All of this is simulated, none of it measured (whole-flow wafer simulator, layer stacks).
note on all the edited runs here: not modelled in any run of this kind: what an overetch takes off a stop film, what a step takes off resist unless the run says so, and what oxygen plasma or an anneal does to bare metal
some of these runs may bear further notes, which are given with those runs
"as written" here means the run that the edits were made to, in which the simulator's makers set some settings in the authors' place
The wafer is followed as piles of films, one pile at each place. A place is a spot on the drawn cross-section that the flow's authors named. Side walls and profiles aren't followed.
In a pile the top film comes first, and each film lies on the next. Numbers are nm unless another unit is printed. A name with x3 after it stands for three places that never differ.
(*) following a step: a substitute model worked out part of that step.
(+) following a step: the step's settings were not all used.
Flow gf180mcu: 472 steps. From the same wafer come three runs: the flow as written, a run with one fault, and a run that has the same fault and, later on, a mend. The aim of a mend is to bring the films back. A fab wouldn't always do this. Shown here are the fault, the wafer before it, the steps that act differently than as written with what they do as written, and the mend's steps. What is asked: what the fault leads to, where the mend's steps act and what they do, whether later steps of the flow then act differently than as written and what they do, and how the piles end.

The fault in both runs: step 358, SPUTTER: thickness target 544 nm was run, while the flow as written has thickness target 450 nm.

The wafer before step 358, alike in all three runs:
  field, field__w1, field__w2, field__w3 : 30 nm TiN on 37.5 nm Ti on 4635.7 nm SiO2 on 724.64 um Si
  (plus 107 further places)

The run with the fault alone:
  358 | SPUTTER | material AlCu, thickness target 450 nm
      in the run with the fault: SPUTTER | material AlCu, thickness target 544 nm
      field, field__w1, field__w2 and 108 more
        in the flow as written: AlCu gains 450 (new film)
        in the run with the fault: AlCu gains 544 (new film)
  Later steps of the flow acting differently than as written (not shown: 1 more step that differs only slightly, by at most 2% or 0.5 nm, whichever is larger):
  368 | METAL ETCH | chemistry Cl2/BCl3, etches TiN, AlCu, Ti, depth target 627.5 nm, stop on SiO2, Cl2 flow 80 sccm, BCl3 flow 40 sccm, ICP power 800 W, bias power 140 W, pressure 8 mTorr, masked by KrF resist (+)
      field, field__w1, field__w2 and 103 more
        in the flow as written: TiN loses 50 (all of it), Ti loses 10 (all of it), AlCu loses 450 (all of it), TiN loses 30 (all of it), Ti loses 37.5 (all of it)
        in the run with the fault: TiN loses 50 (all of it), Ti loses 10 (all of it), AlCu loses 544 (all of it), TiN loses 23.5
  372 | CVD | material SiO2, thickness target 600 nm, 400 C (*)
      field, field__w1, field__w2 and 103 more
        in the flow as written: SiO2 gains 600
        in the run with the fault: SiO2 gains 600 (new film)
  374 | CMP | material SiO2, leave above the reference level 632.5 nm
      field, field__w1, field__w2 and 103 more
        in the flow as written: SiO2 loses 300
        in the run with the fault: SiO2 loses 249.6
  The piles end different from the flow's at field, field__w1, field__w2 and 109 more by more than 2% or 0.5 nm, whichever is larger.
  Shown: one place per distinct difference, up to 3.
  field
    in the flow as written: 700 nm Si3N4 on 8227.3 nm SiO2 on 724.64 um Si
    in the run with the fault: 700 nm Si3N4 on 3642 nm SiO2 on 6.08 nm TiN on 37.5 nm Ti on 4635.7 nm SiO2 on 724.64 um Si
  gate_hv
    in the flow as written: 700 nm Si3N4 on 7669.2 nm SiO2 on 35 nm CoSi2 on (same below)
    in the run with the fault: 700 nm Si3N4 on 3642 nm SiO2 on 6.08 nm TiN on 37.5 nm Ti on 4077.6 nm SiO2 on 35 nm CoSi2 on (same below)
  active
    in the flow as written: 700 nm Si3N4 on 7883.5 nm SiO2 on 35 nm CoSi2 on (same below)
    in the run with the fault: 700 nm Si3N4 on 3642 nm SiO2 on 6.08 nm TiN on 37.5 nm Ti on 4291.9 nm SiO2 on 35 nm CoSi2 on (same below)

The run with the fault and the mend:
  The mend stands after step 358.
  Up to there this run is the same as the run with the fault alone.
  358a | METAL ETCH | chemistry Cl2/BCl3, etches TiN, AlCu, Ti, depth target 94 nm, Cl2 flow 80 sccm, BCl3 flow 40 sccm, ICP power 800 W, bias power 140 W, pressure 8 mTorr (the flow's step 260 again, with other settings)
      field, field__w1, field__w2 and 108 more
        AlCu loses 94
  Every later step of the flow that is run acts as written at every place that is followed.
  By the end, the piles equal the flow's at every place that both follow.
